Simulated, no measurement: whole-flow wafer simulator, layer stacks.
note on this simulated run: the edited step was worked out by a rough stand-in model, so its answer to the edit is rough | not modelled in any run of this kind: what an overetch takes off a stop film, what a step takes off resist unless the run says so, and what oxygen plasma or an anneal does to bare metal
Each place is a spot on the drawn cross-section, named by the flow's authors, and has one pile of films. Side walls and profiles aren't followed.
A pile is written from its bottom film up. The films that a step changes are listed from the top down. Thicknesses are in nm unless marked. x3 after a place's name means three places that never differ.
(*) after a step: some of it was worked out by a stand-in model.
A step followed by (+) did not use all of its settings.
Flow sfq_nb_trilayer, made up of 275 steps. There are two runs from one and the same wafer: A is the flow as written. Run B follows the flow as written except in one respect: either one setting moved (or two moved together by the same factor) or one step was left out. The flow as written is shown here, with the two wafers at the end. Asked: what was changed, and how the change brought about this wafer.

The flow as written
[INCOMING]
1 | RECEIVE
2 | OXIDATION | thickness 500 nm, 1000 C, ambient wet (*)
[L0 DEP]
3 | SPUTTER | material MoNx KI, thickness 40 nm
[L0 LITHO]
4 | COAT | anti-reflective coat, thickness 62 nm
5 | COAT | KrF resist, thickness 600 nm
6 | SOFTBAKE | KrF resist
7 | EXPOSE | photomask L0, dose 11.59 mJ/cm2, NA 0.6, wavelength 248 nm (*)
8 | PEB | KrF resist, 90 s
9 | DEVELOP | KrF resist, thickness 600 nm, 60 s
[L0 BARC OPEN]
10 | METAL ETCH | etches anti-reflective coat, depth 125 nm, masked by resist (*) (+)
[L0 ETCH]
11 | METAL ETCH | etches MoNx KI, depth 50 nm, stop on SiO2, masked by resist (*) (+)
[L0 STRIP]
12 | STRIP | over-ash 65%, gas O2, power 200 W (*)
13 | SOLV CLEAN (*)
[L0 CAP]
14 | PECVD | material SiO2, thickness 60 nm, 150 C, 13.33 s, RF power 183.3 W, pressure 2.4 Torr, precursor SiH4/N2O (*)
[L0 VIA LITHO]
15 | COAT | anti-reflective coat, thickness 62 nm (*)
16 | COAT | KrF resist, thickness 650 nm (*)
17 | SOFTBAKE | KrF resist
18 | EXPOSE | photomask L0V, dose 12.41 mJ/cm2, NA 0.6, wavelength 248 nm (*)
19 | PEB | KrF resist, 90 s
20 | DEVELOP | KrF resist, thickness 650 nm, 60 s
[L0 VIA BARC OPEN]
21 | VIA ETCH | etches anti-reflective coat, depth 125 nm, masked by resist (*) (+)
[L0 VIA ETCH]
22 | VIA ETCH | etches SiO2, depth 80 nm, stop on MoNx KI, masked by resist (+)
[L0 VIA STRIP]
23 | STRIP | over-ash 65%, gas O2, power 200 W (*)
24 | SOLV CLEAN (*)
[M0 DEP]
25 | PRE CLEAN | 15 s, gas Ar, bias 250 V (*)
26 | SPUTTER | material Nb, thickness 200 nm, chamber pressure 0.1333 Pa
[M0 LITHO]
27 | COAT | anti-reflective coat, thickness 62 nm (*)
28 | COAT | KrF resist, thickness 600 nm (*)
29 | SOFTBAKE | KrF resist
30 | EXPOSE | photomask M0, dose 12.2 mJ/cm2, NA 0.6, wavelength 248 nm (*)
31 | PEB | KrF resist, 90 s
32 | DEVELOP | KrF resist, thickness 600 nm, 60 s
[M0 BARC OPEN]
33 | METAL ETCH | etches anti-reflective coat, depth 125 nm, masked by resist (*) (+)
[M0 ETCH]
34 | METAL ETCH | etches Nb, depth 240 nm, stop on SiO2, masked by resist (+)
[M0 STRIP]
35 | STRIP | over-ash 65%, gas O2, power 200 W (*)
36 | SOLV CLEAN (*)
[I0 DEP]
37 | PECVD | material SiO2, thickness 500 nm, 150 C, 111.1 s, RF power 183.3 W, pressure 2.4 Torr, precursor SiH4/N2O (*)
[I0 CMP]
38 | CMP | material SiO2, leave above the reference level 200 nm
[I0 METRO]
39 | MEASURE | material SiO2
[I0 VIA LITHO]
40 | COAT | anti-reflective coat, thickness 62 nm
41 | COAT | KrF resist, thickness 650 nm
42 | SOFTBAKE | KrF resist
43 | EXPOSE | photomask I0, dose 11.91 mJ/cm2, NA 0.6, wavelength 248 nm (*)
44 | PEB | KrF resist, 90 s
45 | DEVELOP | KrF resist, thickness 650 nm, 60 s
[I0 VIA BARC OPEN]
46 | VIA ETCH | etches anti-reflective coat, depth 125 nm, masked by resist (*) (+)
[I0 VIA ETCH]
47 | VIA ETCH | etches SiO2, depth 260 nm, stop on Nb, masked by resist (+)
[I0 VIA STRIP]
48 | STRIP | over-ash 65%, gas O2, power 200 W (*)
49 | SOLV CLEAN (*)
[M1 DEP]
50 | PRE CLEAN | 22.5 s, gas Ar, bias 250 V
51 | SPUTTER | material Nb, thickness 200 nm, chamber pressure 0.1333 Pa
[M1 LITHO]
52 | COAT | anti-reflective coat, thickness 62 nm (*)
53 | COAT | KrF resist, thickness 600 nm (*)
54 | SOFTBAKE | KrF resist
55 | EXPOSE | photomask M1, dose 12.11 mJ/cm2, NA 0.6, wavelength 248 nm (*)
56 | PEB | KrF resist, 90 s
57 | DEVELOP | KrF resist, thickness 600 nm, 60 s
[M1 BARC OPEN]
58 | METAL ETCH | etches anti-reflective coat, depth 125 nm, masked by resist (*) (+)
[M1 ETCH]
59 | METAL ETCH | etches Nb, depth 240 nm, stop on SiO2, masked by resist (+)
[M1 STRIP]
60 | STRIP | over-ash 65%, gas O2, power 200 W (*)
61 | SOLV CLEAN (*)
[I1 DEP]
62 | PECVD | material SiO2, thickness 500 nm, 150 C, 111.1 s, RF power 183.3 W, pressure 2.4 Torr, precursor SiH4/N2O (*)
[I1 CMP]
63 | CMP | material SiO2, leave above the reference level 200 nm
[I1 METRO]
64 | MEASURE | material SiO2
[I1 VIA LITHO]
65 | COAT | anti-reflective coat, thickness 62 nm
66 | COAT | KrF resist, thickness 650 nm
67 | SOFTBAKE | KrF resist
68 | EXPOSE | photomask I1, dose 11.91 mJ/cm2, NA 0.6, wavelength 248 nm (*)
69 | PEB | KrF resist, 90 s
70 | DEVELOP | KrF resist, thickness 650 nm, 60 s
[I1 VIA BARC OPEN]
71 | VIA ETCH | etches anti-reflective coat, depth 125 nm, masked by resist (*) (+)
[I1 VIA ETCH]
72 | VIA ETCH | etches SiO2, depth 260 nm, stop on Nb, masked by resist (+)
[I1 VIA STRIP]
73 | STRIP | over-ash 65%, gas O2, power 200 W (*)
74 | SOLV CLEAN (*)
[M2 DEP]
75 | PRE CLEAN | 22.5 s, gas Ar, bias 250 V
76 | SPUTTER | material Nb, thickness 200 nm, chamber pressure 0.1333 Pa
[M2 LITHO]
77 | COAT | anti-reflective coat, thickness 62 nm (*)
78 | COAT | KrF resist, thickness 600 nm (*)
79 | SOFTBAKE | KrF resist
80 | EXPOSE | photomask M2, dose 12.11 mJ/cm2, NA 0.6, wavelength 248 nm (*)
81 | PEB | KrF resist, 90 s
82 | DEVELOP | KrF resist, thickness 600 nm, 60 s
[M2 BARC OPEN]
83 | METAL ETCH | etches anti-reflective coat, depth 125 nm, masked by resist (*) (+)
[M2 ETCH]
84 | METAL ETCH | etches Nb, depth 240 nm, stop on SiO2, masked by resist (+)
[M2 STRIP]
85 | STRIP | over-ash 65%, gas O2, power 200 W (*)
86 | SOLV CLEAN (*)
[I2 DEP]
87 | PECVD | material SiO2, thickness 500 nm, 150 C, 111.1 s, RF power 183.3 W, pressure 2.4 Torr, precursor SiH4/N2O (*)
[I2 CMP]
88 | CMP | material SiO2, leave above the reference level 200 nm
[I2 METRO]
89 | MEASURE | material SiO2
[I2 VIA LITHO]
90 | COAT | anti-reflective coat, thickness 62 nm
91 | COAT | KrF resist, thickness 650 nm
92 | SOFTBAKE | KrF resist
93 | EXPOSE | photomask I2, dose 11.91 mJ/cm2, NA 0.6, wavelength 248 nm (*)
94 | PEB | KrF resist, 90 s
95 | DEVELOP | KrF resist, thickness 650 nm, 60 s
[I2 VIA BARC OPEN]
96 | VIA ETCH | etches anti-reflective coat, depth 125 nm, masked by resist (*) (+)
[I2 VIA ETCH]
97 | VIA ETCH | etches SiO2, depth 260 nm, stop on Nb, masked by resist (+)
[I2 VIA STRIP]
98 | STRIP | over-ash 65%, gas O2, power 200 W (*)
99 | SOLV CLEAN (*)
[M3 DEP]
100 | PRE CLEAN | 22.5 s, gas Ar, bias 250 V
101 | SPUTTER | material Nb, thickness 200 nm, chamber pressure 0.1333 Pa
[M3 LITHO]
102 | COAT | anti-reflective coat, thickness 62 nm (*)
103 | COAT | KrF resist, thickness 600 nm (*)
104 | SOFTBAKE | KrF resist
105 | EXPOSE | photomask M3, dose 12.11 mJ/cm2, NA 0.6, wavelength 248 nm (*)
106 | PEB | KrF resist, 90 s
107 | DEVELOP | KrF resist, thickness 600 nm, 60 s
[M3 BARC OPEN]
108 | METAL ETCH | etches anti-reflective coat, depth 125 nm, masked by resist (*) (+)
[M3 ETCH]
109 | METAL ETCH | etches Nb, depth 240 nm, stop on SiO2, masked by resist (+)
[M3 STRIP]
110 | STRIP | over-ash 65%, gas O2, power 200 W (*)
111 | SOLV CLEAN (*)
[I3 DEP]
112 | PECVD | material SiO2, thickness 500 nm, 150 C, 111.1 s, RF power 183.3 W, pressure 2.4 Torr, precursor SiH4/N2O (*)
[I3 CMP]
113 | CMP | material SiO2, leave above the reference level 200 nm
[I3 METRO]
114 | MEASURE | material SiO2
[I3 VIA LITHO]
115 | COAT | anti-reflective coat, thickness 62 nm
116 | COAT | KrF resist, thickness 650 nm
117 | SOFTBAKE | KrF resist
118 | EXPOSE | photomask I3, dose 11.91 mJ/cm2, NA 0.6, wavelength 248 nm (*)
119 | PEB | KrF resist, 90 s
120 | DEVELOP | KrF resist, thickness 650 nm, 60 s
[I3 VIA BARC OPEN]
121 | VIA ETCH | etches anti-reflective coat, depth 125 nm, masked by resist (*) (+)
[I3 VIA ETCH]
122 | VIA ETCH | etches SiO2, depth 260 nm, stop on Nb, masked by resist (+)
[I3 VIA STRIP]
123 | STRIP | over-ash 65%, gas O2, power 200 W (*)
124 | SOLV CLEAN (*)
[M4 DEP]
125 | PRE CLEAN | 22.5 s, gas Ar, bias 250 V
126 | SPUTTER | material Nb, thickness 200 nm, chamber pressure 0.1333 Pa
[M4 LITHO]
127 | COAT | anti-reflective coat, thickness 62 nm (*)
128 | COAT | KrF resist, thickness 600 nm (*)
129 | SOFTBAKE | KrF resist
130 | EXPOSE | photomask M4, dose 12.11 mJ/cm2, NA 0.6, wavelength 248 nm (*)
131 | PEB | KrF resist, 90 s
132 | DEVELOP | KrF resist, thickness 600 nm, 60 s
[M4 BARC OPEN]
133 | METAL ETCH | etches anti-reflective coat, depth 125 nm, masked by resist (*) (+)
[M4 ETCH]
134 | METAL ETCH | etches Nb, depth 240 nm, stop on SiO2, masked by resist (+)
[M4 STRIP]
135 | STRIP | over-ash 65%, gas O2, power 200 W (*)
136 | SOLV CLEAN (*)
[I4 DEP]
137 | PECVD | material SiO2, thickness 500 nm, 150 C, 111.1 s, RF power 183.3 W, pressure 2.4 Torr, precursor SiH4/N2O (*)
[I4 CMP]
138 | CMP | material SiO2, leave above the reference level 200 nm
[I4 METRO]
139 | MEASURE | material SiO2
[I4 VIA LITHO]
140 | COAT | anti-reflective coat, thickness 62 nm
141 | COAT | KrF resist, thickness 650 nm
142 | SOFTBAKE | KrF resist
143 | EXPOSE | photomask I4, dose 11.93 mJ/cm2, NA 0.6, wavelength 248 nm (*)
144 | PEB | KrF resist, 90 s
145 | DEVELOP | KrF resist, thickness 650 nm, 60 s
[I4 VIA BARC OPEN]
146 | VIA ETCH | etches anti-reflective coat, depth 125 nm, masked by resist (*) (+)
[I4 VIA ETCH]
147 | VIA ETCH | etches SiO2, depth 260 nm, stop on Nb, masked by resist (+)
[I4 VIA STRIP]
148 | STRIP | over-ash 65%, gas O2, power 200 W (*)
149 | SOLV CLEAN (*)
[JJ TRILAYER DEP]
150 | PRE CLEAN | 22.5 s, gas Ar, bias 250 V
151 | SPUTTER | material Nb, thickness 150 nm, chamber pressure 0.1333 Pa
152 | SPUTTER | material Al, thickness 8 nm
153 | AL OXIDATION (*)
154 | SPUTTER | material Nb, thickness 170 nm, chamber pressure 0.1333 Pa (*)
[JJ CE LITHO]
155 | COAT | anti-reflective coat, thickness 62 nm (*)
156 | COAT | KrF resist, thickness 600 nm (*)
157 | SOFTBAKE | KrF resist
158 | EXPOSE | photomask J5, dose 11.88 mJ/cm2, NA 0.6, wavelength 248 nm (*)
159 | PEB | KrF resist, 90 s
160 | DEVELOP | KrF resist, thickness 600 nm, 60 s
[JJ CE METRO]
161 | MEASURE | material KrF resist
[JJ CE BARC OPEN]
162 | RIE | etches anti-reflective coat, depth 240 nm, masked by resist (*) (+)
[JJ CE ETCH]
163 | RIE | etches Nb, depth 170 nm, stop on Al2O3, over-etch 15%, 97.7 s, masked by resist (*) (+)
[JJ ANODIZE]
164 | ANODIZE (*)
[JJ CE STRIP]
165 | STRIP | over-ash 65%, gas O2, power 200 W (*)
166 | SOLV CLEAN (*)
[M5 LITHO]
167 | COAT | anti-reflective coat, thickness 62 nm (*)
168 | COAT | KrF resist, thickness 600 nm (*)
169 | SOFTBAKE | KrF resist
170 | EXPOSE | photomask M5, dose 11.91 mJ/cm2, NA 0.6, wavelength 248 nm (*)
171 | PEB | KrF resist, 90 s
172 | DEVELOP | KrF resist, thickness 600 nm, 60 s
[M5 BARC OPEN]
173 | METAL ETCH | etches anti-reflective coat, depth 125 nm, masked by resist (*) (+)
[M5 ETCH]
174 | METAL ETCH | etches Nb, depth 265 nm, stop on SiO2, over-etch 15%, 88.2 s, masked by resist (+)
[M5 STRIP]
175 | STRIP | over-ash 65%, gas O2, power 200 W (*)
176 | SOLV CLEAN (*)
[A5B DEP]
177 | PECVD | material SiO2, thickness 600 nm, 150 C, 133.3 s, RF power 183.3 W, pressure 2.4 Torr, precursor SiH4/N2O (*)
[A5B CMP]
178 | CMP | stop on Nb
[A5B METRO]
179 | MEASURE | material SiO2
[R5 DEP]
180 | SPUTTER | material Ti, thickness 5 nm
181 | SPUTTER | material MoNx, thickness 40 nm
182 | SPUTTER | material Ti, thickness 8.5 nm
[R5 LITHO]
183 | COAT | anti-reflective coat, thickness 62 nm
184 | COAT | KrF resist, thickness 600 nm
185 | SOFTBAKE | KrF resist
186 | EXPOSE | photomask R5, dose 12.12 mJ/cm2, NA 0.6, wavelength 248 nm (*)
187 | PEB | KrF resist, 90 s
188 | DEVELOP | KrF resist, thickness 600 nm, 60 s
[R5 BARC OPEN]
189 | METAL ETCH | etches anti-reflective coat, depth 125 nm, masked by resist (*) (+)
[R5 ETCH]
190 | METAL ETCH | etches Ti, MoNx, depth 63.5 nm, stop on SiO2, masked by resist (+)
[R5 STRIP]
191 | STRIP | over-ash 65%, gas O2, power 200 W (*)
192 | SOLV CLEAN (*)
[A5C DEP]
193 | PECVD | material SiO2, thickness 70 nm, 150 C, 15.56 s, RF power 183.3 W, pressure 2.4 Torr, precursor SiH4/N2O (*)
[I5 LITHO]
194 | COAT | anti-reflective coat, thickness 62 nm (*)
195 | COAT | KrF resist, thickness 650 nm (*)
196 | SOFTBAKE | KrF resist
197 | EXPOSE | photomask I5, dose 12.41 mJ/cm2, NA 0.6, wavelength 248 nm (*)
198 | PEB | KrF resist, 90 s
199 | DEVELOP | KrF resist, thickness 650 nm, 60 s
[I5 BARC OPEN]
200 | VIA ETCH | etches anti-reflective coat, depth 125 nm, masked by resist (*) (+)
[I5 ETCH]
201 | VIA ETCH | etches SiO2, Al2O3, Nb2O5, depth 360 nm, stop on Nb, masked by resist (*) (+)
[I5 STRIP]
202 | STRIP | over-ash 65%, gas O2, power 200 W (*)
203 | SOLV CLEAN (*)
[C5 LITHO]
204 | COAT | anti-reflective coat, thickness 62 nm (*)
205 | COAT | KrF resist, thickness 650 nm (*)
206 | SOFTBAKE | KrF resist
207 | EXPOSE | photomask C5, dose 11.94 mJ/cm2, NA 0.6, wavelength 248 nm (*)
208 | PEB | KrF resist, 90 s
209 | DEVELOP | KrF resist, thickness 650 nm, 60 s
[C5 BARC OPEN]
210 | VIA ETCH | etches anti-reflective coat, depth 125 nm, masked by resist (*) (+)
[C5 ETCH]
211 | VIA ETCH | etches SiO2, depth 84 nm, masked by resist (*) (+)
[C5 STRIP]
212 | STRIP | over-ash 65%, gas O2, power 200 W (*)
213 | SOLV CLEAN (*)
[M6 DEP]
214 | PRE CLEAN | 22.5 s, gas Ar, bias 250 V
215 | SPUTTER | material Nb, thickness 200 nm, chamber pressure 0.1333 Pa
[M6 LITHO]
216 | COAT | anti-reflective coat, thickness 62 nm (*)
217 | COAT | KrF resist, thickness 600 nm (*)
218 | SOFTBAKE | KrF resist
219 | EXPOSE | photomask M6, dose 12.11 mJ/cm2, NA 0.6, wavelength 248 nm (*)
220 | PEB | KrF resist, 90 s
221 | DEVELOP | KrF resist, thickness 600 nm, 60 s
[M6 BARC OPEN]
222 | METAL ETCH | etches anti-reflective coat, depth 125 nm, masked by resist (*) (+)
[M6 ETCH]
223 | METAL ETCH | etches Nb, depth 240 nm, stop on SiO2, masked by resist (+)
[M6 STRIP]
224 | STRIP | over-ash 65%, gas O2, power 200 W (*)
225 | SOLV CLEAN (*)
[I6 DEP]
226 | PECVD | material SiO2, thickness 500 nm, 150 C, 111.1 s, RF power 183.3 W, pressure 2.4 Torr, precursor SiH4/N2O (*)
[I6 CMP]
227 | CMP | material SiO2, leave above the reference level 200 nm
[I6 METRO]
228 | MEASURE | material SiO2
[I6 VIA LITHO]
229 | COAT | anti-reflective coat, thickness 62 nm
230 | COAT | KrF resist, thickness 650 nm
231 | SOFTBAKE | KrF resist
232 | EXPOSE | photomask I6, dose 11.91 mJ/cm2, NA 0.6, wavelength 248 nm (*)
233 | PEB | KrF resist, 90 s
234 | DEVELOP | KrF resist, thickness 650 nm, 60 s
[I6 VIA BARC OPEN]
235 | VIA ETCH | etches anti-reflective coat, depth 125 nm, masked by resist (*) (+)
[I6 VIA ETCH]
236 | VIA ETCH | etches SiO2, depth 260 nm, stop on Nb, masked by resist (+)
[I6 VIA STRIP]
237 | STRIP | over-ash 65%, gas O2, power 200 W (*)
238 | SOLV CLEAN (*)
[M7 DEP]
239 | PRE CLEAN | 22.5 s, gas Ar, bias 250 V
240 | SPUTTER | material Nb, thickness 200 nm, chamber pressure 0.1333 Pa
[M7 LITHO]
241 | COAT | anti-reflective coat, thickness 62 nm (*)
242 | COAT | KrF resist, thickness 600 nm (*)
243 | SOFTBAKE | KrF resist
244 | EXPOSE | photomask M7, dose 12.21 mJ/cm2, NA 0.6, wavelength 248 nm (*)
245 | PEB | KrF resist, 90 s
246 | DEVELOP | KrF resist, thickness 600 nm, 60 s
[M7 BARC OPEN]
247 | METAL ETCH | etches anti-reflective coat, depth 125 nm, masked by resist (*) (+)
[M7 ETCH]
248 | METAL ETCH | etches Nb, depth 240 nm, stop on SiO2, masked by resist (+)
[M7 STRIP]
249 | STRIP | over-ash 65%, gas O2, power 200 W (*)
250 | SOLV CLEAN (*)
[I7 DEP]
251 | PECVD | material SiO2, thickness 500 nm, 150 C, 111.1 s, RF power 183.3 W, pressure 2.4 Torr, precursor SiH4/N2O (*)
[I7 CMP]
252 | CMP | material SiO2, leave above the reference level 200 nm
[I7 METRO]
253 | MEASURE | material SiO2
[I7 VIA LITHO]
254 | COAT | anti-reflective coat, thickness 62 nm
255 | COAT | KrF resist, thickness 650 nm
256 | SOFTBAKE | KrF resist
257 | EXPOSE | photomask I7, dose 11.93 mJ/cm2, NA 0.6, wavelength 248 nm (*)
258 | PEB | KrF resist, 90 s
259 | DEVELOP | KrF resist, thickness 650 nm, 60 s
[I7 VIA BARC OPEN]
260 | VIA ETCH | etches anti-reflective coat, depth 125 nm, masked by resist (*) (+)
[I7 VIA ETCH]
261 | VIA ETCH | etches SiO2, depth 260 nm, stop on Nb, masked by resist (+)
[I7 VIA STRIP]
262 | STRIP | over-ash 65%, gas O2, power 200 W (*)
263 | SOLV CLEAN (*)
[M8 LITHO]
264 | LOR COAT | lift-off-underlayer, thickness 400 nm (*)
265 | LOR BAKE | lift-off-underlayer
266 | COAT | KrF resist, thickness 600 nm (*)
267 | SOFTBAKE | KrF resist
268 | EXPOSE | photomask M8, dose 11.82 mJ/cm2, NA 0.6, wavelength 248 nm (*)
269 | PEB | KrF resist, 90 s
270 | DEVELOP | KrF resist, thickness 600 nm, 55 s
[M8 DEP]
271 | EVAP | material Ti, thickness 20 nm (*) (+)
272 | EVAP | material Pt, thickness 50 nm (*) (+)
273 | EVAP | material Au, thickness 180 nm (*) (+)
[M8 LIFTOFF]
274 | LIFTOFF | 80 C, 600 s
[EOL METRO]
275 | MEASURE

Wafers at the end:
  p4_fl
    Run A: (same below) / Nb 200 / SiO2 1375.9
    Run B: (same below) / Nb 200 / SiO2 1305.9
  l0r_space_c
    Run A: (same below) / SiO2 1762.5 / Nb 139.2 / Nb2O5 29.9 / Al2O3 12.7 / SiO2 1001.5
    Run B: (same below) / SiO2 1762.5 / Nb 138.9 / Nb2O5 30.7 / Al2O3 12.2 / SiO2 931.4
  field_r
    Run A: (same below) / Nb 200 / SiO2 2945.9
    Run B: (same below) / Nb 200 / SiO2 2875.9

What caused this: step 154, SPUTTER: thickness 100 nm was run, whereas the flow has thickness 170 nm.

The path from the change to this, step by step:
  154 | SPUTTER | material Nb, thickness 170 nm, chamber pressure 0.1333 Pa (*)
      field_l, v_sur, via_sp and 100 more: A Nb gains 170 (new film) | B Nb gains 100 (new film)
      via_wl, via_wr: A Nb gains 140.7 (new film) | B Nb gains 82.6 (new film)
      (also at 1 further place)
  155 | COAT | anti-reflective coat, thickness 62 nm (*)
      via_wl, via_wr: A anti-reflective coat gains 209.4 (new film) | B anti-reflective coat gains 192.4 (new film)
      via_w: A anti-reflective coat gains 97.4 (new film) | B anti-reflective coat gains 92.3 (new film)
  162 | RIE | etches anti-reflective coat, depth 240 nm, masked by resist (*) (+)
      ce_l, c5j, ce_r, wl_jj: A KrF resist loses 209.4 | B KrF resist loses 192.4
      via_wl, via_wr: A anti-reflective coat loses 209.4 (all of it) | B anti-reflective coat loses 192.4 (all of it)
      (also at 1 further place)
  163 | RIE | etches Nb, depth 170 nm, stop on Al2O3, over-etch 15%, 97.7 s, masked by resist (*) (+)
      field_l, v_sur, via_sp and 96 more: A Nb loses 170 (all of it), Al2O3 loses 0.51 | B Nb loses 100 (all of it), Al2O3 loses 0.96 (all of it)
      via_wl, via_wr: A Nb loses 140.7 (all of it), Al2O3 loses 0.96 (all of it) | B Nb loses 82.6 (all of it), Al2O3 loses 0.96 (all of it)
      (also at 1 further place)
  164 | ANODIZE (*)
      field_l, v_sur, via_sp and 96 more: A Al2O3 gains 12.2, Nb2O5 gains 29.9 (new film), Al loses 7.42 (all of it), Nb loses 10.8 | B Al2O3 gains 12.2 (new film), Nb2O5 gains 30.7 (new film), Al loses 7.42 (all of it), Nb loses 11.1
  165 | STRIP | over-ash 65%, gas O2, power 200 W (*)
      ce_l: A KrF resist loses 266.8 (all of it), anti-reflective coat loses 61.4 (all of it) | B KrF resist loses 283.8 (all of it), anti-reflective coat loses 61.4 (all of it)
      c5j: A KrF resist loses 266.9 (all of it), anti-reflective coat loses 61.5 (all of it) | B KrF resist loses 283.8 (all of it), anti-reflective coat loses 61.5 (all of it)
      (also at 2 further places)
  167 | COAT | anti-reflective coat, thickness 62 nm (*)
      wl_j_sl, wl_j_sr: A anti-reflective coat gains 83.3 (new film) | B anti-reflective coat gains 74.4 (new film)
      gap: A anti-reflective coat gains 58.9 (new film) | B anti-reflective coat gains 60.9 (new film)
      (also at 8 further places)
  168 | COAT | KrF resist, thickness 600 nm (*)
      ce_l: A KrF resist gains 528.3 (new film) | B KrF resist gains 568 (new film)
      c5j: A KrF resist gains 507.6 (new film) | B KrF resist gains 552.5 (new film)
      (also at 2 further places)
  173 | METAL ETCH | etches anti-reflective coat, depth 125 nm, masked by resist (*) (+)
      wl_a_sl: A anti-reflective coat loses 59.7 (all of it), Al2O3 loses 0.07 | B anti-reflective coat loses 61.7 (all of it)
  174 | METAL ETCH | etches Nb, depth 265 nm, stop on SiO2, over-etch 15%, 88.2 s, masked by resist (+)
      field_l, r_sur, res and 50 more: A Al2O3 loses 12.6 (all of it), Nb2O5 loses 29.9 (all of it), Nb loses 139.2 (all of it), SiO2 loses 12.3 | B Al2O3 loses 12.2 (all of it), Nb2O5 loses 30.7 (all of it), Nb loses 138.9 (all of it), SiO2 loses 12.3
  175 | STRIP | over-ash 65%, gas O2, power 200 W (*)
      gap: A KrF resist loses 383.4 (all of it), anti-reflective coat loses 58.9 (all of it) | B KrF resist loses 375.5 (all of it), anti-reflective coat loses 60.9 (all of it)
      jj_sur: A KrF resist loses 374.7 (all of it), anti-reflective coat loses 82.6 (all of it) | B KrF resist loses 370.2 (all of it), anti-reflective coat loses 73.6 (all of it)
      (also at 8 further places)
  178 | CMP | stop on Nb
      v_sur, via_sp, via_v and 43 more: A SiO2 loses 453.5 | B SiO2 loses 523.6
      field_l, p4_fl, p4_fm and 39 more: A SiO2 loses 259.3 | B SiO2 loses 329.3
      (also at 14 further places)
  201 | VIA ETCH | etches SiO2, Al2O3, Nb2O5, depth 360 nm, stop on Nb, masked by resist (*) (+)
      be: A SiO2 loses 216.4 (all of it), Al2O3 loses 12.7 (all of it), Nb2O5 loses 29.9 (all of it) | B SiO2 loses 146.3 (all of it), Al2O3 loses 12.2 (all of it), Nb2O5 loses 30.7 (all of it)
  204 | COAT | anti-reflective coat, thickness 62 nm (*)
      wire: A anti-reflective coat gains 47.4 (new film) | B anti-reflective coat gains 49.4 (new film)
      be: A anti-reflective coat gains 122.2 (new film) | B anti-reflective coat gains 111.8 (new film)
      (also at 1 further place)
  205 | COAT | KrF resist, thickness 650 nm (*)
      be: A KrF resist gains 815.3 (new film) | B KrF resist gains 765.5 (new film)
  212 | STRIP | over-ash 65%, gas O2, power 200 W (*)
      wire: A KrF resist loses 555.8 (all of it), anti-reflective coat loses 47.4 (all of it) | B KrF resist loses 559.7 (all of it), anti-reflective coat loses 49.4 (all of it)
      be: A KrF resist loses 728.2 (all of it), anti-reflective coat loses 122.2 (all of it) | B KrF resist loses 678.3 (all of it), anti-reflective coat loses 111.8 (all of it)
      (also at 1 further place)
  ... another 4 steps ...
  226 | PECVD | material SiO2, thickness 500 nm, 150 C, 111.1 s, RF power 183.3 W, pressure 2.4 Torr, precursor SiH4/N2O (*)
      be: A SiO2 gains 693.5 (new film) | B SiO2 gains 607.5 (new film)
